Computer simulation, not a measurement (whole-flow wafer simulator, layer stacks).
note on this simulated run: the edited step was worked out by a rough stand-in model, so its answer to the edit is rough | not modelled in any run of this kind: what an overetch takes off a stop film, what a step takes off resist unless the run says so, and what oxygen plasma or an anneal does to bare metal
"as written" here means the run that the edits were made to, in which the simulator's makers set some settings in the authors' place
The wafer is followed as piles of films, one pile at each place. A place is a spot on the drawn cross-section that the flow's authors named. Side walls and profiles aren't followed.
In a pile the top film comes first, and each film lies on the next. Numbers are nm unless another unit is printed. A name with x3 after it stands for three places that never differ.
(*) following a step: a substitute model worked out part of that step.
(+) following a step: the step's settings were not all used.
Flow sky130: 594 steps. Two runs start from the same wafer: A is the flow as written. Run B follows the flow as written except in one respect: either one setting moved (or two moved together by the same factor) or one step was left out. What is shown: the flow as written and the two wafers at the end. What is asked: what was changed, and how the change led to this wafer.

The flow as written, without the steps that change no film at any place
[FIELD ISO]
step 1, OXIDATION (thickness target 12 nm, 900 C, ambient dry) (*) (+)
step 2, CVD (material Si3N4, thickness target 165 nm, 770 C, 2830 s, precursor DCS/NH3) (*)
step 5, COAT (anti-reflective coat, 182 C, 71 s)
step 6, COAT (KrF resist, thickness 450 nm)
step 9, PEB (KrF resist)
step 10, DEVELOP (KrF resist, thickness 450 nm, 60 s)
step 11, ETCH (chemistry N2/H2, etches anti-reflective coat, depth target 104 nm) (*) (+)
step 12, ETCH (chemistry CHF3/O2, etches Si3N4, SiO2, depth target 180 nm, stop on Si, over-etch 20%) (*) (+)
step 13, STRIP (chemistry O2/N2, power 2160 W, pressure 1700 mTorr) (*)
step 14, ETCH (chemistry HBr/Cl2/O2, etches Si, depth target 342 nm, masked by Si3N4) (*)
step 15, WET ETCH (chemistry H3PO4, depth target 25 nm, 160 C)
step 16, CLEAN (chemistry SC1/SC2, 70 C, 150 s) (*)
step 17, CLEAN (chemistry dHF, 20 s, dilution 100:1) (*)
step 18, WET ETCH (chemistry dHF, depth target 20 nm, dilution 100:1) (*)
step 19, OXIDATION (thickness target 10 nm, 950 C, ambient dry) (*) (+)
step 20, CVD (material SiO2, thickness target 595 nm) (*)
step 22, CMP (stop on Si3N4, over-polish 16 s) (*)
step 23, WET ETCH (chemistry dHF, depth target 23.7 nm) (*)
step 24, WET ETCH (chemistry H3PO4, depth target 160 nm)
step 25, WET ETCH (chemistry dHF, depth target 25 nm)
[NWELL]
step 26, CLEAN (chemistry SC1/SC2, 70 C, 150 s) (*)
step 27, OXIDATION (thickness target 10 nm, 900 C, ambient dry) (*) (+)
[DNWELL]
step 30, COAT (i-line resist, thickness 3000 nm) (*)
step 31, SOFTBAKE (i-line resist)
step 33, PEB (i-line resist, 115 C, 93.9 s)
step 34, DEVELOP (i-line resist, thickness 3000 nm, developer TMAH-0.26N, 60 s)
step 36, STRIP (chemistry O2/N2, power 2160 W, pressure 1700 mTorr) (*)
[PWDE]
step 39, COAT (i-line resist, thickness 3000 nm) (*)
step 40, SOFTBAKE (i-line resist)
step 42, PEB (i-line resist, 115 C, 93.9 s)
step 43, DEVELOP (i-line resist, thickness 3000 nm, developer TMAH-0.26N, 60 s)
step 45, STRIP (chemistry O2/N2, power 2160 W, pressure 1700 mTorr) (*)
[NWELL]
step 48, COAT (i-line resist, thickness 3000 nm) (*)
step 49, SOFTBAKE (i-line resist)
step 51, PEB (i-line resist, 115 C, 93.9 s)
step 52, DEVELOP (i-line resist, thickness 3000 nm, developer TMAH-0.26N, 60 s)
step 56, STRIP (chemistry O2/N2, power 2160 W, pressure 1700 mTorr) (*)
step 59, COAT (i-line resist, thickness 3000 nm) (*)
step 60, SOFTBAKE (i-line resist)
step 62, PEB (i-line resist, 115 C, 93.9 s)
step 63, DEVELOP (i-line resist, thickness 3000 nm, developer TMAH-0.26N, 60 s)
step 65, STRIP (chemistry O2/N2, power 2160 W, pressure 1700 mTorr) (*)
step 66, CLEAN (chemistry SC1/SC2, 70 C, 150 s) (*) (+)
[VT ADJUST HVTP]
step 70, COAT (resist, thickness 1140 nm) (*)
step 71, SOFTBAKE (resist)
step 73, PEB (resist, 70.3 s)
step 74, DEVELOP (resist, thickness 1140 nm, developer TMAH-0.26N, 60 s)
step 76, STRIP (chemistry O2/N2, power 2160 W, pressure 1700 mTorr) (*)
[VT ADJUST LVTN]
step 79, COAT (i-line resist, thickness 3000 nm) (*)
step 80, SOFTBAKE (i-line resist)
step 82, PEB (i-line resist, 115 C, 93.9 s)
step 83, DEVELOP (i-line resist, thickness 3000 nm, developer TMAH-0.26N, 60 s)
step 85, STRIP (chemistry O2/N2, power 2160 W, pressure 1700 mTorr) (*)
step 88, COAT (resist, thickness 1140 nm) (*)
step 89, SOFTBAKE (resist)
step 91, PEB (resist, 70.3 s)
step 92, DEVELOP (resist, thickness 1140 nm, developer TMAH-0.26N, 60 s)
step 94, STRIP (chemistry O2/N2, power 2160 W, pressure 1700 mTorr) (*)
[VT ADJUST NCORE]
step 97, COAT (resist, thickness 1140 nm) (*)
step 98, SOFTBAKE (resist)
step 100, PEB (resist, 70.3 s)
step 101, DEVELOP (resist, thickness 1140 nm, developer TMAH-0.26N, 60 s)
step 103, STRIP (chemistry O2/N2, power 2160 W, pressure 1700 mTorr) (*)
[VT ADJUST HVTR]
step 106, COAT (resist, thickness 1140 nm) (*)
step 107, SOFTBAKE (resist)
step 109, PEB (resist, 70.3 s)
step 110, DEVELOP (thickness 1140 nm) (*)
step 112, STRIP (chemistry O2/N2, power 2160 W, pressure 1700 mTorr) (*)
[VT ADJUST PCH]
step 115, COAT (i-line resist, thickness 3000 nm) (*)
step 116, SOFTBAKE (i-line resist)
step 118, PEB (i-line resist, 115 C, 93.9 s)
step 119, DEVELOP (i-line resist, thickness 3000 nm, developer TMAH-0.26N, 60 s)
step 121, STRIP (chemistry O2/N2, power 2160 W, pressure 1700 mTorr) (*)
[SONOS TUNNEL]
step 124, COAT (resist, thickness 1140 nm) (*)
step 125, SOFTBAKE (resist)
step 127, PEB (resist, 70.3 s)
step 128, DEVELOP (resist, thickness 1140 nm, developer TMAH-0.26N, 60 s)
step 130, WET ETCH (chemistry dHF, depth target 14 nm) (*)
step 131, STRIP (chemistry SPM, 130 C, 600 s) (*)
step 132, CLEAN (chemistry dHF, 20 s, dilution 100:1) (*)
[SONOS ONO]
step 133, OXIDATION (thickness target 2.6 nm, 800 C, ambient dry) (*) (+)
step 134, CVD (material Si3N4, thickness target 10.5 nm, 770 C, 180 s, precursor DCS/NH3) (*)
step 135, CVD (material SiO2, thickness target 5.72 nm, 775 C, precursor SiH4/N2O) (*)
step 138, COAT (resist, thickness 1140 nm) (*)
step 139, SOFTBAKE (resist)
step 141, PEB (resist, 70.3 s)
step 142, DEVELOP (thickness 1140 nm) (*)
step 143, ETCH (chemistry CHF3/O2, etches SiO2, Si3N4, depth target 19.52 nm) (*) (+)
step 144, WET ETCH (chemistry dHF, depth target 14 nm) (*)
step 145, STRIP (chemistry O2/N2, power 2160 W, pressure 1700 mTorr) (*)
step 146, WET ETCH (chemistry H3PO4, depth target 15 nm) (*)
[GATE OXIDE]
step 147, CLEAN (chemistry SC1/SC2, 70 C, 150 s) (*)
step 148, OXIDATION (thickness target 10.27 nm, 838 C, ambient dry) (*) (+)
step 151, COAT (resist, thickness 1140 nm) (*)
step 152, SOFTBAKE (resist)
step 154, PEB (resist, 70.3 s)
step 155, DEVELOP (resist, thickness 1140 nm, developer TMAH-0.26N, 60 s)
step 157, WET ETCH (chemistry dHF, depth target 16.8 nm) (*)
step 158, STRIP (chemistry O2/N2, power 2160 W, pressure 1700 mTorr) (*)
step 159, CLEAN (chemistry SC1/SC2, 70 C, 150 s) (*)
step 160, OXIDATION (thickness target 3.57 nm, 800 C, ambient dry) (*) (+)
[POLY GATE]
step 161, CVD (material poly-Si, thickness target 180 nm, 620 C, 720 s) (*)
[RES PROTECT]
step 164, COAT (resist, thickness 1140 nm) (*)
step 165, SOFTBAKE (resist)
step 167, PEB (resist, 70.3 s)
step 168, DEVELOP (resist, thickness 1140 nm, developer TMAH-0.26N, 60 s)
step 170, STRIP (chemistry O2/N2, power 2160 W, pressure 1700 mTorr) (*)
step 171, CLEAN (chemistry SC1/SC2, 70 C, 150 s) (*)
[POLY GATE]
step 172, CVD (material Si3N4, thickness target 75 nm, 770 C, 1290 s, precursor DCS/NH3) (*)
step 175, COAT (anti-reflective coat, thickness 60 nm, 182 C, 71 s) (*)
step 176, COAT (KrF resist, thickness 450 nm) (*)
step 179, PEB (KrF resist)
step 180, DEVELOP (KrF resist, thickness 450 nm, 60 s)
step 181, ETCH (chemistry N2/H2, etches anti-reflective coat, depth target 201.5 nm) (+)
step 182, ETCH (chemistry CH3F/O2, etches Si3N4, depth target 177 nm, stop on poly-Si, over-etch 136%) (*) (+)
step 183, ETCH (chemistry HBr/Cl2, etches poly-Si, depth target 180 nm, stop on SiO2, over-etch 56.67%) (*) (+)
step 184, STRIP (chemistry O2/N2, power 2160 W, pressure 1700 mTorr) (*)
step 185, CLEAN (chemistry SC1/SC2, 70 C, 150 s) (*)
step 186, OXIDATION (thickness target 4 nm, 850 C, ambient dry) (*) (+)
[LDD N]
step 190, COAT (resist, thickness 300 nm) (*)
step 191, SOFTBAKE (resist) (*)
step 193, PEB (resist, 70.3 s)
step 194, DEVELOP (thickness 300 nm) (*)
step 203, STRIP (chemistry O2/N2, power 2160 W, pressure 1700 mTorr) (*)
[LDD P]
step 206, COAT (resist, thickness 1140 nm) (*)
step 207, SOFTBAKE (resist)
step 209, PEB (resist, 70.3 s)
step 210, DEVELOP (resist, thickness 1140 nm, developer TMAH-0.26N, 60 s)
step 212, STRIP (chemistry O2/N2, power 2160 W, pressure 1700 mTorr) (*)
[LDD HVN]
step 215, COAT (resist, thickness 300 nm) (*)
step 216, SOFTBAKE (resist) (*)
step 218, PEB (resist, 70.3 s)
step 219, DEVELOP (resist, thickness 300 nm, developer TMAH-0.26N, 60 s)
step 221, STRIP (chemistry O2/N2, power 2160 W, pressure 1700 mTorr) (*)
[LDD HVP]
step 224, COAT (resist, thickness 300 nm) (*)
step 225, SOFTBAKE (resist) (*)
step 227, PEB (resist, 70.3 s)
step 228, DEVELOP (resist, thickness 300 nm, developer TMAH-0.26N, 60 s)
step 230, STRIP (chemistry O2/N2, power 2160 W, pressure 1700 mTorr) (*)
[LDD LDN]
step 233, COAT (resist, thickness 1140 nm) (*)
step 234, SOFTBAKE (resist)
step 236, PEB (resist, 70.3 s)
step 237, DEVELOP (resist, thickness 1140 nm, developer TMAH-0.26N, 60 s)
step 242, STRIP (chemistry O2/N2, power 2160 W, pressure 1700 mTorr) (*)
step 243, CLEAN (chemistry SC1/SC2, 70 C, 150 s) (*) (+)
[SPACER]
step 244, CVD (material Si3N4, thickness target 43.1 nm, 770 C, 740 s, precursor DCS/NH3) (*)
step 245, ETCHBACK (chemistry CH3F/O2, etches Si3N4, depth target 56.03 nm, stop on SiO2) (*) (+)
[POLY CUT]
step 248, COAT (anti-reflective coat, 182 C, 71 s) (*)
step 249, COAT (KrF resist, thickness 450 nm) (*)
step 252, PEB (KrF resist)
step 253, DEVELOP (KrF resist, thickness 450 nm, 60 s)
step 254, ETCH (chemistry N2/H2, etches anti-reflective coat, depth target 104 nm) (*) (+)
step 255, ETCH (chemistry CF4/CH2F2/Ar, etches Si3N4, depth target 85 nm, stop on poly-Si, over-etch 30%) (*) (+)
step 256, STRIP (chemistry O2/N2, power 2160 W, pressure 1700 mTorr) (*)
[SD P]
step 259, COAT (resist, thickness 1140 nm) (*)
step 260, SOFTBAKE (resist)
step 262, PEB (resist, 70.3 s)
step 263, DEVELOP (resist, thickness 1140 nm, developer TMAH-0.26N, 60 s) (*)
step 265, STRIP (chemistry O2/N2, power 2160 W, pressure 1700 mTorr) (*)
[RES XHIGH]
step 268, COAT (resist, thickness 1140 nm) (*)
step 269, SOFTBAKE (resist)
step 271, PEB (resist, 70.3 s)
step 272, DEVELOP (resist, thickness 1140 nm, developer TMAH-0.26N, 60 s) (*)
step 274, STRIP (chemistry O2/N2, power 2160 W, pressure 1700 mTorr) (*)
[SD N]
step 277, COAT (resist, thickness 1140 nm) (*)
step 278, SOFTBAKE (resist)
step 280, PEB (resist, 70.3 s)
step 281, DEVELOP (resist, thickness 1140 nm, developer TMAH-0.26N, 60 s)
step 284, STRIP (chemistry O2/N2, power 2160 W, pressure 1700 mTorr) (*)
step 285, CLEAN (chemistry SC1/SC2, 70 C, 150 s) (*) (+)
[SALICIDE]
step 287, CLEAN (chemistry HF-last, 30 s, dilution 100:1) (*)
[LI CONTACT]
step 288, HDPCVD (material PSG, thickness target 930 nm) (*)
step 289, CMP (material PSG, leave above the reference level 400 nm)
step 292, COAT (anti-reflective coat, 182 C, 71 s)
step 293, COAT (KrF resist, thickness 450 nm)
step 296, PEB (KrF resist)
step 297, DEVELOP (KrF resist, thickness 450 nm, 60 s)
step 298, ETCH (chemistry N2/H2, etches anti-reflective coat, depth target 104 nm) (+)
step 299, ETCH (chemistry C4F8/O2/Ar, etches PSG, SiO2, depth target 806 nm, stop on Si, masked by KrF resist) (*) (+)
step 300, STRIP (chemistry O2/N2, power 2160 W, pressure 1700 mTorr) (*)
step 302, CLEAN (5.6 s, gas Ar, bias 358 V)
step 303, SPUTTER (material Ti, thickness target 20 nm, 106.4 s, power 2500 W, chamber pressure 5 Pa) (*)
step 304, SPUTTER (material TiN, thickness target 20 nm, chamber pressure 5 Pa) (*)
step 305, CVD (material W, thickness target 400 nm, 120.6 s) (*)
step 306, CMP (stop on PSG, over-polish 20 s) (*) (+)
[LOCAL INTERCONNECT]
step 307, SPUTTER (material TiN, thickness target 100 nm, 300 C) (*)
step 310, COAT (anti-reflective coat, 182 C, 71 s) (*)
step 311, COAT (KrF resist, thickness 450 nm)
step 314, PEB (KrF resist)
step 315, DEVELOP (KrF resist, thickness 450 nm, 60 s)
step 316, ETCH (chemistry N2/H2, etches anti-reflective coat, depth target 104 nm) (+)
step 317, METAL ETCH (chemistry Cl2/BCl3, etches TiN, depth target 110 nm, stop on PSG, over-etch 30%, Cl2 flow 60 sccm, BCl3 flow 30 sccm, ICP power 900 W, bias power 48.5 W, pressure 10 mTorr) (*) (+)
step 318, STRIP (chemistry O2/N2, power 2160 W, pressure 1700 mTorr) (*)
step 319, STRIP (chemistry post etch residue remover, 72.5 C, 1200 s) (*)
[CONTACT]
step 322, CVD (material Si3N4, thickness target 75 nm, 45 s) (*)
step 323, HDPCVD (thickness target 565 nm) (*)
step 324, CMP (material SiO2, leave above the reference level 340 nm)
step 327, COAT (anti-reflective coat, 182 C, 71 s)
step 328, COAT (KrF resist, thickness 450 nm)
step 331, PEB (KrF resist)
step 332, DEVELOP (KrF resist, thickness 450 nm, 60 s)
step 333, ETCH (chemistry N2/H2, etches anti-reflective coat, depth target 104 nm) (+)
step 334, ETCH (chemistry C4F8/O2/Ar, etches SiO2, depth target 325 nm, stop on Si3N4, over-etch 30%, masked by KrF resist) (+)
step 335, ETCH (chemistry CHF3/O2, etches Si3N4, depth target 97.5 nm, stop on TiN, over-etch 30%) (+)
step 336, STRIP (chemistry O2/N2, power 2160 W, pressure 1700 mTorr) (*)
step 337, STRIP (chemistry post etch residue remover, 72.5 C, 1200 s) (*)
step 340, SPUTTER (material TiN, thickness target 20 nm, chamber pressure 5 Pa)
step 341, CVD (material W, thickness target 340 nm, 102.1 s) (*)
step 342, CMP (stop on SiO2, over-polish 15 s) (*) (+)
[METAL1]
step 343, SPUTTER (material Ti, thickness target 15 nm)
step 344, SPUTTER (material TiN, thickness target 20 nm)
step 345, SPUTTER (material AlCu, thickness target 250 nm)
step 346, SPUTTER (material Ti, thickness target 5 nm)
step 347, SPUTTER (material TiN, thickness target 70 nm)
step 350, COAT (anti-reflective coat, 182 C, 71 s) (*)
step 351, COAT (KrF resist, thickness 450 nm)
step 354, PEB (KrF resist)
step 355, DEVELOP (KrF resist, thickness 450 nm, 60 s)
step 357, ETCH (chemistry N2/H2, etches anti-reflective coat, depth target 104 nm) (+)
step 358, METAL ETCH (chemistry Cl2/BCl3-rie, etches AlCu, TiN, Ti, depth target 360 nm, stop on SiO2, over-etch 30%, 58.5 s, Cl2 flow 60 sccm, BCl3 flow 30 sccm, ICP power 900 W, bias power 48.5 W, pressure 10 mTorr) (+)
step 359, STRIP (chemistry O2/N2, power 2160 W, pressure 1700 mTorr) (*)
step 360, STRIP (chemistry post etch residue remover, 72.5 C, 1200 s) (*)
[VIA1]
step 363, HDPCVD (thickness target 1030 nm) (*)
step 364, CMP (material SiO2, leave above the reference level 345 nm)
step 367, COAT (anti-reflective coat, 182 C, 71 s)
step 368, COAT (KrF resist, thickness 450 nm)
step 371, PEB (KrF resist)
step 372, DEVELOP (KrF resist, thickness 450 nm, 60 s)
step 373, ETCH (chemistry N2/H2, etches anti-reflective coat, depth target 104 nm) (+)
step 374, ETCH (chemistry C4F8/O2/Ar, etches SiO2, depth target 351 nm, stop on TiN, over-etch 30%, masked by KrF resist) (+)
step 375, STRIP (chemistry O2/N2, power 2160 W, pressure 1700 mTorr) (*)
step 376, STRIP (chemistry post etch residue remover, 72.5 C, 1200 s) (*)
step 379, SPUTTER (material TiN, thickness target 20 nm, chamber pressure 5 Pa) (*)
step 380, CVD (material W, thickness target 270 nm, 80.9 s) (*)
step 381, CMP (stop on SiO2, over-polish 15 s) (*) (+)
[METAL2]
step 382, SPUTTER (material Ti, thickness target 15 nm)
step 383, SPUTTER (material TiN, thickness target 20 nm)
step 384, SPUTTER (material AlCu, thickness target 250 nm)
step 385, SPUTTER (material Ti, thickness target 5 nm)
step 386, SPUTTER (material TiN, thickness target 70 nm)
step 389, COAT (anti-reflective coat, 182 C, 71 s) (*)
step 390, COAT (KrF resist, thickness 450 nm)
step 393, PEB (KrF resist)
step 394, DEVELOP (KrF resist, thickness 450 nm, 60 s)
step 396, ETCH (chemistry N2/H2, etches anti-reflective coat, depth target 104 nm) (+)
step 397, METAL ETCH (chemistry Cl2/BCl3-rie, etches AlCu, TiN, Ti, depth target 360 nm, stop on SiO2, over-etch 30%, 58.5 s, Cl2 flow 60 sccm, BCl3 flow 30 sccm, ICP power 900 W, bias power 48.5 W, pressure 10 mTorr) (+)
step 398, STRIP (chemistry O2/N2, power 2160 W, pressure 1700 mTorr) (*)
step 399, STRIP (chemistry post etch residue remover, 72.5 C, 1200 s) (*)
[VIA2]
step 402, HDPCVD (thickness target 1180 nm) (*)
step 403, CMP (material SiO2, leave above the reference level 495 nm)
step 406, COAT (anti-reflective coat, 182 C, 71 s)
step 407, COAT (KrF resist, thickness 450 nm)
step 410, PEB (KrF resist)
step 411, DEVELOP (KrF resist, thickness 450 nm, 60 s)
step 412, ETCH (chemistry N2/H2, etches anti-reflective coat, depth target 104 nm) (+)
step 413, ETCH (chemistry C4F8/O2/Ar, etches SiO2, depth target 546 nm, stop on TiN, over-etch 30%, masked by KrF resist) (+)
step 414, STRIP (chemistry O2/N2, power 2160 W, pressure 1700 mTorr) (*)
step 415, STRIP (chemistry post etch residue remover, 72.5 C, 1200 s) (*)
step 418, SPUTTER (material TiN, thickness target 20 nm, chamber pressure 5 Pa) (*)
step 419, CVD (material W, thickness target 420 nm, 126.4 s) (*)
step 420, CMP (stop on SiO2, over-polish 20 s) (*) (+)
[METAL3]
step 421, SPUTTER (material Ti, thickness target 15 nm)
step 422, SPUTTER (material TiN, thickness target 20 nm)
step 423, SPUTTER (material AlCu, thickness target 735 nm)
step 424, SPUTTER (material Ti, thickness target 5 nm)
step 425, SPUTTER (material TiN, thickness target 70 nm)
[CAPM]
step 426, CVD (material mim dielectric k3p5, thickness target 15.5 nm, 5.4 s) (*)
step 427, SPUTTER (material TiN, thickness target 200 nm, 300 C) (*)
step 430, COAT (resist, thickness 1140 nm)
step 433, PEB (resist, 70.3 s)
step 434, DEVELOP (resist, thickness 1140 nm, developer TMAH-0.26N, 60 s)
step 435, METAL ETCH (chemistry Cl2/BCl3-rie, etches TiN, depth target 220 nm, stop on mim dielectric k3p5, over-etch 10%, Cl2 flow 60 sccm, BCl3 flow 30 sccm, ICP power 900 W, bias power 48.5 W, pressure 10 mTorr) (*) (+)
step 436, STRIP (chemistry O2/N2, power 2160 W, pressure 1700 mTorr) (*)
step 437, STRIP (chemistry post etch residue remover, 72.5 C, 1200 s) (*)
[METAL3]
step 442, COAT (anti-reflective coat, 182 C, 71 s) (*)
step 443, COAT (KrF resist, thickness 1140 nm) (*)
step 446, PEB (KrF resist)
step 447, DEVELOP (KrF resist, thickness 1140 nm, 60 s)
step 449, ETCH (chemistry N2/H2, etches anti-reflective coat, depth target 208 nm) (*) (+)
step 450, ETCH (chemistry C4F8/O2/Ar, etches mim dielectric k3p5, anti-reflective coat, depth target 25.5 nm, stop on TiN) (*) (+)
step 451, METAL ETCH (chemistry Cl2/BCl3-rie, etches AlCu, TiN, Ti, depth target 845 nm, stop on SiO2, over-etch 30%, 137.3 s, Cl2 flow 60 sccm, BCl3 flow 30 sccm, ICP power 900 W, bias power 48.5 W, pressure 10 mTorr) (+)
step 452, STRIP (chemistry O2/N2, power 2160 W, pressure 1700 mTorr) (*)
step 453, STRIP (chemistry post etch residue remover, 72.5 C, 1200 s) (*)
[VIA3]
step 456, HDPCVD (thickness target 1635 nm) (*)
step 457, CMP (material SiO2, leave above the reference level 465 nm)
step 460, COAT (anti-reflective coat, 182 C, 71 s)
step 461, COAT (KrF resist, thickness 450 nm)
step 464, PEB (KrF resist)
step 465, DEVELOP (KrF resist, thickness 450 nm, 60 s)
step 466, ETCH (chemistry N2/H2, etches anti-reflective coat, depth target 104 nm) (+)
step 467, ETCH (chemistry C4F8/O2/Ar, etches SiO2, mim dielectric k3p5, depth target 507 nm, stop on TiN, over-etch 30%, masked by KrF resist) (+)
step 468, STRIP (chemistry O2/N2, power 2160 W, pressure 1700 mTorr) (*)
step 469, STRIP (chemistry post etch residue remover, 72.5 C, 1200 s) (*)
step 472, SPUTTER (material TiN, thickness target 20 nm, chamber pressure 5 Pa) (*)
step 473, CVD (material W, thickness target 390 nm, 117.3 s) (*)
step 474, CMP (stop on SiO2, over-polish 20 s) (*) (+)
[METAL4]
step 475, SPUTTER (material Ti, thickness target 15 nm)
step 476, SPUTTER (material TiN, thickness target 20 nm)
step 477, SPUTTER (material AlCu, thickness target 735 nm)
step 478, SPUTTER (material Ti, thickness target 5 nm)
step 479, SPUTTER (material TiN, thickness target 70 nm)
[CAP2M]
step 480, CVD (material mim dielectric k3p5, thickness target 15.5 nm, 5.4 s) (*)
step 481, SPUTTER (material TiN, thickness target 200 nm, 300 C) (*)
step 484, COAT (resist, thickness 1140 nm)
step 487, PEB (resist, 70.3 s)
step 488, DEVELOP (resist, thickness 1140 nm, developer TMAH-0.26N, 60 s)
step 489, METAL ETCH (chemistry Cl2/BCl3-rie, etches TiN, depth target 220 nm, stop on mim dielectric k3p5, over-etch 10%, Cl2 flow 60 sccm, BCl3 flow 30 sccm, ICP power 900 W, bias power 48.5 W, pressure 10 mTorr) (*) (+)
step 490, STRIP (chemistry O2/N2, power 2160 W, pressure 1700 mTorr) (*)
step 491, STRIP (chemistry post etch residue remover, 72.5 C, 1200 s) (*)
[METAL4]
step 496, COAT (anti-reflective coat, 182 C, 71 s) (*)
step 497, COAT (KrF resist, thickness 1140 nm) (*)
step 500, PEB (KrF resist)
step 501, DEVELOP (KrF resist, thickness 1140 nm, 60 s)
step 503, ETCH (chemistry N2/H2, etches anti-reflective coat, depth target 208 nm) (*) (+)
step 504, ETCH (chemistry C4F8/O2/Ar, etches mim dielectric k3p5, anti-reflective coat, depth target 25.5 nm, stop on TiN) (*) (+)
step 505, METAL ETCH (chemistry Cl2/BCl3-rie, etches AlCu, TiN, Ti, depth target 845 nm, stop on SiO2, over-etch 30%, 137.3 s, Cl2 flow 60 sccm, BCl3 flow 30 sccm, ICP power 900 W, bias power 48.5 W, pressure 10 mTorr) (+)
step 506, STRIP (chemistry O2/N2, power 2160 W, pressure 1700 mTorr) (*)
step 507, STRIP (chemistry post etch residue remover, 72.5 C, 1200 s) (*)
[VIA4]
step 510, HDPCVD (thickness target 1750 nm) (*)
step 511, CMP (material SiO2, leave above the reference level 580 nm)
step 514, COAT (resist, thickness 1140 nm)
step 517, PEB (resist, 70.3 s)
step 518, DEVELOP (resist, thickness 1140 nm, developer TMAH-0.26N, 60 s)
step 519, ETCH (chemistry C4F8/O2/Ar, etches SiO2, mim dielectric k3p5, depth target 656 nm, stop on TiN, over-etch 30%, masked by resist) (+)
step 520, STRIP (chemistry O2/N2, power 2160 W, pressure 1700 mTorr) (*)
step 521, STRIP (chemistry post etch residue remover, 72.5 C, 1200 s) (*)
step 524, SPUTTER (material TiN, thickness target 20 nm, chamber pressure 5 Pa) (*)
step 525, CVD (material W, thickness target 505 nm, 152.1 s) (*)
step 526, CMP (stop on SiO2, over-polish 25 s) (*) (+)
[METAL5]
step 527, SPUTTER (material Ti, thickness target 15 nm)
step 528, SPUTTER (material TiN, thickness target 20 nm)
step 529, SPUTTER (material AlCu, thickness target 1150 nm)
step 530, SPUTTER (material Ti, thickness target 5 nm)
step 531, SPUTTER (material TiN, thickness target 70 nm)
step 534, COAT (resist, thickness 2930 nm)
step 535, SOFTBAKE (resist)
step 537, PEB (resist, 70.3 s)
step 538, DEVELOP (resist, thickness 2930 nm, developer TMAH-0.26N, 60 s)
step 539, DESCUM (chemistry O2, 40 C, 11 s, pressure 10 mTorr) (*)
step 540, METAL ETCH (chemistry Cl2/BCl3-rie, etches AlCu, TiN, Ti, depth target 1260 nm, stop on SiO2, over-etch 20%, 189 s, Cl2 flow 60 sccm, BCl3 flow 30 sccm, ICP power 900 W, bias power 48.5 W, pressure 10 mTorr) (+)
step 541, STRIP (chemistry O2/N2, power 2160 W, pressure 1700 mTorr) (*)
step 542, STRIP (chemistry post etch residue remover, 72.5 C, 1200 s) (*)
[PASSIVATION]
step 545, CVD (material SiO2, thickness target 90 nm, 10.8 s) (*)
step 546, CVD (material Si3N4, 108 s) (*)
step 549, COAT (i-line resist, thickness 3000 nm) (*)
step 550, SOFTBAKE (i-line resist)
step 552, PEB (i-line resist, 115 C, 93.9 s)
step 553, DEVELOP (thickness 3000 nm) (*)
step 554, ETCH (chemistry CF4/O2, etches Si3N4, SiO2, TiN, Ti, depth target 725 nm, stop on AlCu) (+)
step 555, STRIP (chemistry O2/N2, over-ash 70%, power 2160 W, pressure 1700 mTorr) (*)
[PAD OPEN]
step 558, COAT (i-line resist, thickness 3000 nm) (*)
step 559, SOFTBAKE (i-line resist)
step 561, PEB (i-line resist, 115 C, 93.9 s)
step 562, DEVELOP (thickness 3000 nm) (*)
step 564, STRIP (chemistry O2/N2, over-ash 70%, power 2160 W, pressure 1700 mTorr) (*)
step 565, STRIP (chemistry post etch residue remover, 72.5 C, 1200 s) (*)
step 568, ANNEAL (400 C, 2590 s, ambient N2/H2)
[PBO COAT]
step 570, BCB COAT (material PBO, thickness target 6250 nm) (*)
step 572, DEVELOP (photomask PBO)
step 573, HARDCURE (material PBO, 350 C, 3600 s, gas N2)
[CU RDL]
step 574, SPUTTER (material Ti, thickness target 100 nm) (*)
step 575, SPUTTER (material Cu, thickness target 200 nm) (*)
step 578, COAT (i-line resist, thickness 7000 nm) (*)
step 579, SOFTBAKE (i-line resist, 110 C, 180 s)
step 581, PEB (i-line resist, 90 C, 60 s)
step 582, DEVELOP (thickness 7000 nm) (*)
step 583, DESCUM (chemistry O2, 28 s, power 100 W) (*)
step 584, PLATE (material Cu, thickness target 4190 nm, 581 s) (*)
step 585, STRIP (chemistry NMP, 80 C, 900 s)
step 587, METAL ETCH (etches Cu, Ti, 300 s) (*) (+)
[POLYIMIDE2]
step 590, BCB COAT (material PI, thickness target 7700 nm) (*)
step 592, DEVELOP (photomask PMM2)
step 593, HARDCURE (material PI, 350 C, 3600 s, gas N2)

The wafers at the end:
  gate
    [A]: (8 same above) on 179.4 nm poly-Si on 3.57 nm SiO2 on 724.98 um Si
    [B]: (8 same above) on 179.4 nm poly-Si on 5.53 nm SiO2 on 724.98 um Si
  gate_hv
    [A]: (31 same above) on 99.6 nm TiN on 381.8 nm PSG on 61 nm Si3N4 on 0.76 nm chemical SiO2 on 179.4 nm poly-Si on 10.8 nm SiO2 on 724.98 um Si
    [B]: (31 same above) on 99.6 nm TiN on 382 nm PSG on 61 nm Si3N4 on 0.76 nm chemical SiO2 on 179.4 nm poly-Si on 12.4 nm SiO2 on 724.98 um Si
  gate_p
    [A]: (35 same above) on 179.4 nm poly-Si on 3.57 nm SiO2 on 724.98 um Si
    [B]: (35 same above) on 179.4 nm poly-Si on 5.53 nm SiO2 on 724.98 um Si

The reason: step 160, OXIDATION: thickness target 5.53 nm was run, whereas the flow has thickness target 3.57 nm.
The wafer lets one read it off: gate has SiO2 5.53, and step 160 as written asks for 3.57 nm.

Step by step, how the change led to this:
  step 160, OXIDATION (thickness target 3.57 nm, 800 C, ambient dry) (*) (+)
      active, n_well, p_well and 58 more: A SiO2 gains 3.57 (new film), chemical SiO2 loses 0.76 (all of it), Si loses 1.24 | B SiO2 gains 5.53 (new film), chemical SiO2 loses 0.76 (all of it), Si loses 2.1
      gate_hv, m1, pad and 37 more: A SiO2 gains 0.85, Si loses 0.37 | B SiO2 gains 2.44, Si loses 1.07
  step 299, ETCH (chemistry C4F8/O2/Ar, etches PSG, SiO2, depth target 806 nm, stop on Si, masked by KrF resist) (*) (+)
      contact, ndiff_licon, ndiff_licon_cpp: A PSG loses 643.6 (all of it), SiO2 loses 1.16 (all of it) | B PSG loses 643.7 (all of it), SiO2 loses 2.81 (all of it)
  step 303, SPUTTER (material Ti, thickness target 20 nm, 106.4 s, power 2500 W, chamber pressure 5 Pa) (*)
      ndiff_licon_cpp: A Ti gains 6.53 (new film) | B Ti gains 7.21 (new film)
  step 306, CMP (stop on PSG, over-polish 20 s) (*) (+)
      poly_licon: A W loses 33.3 | B W loses 32.3
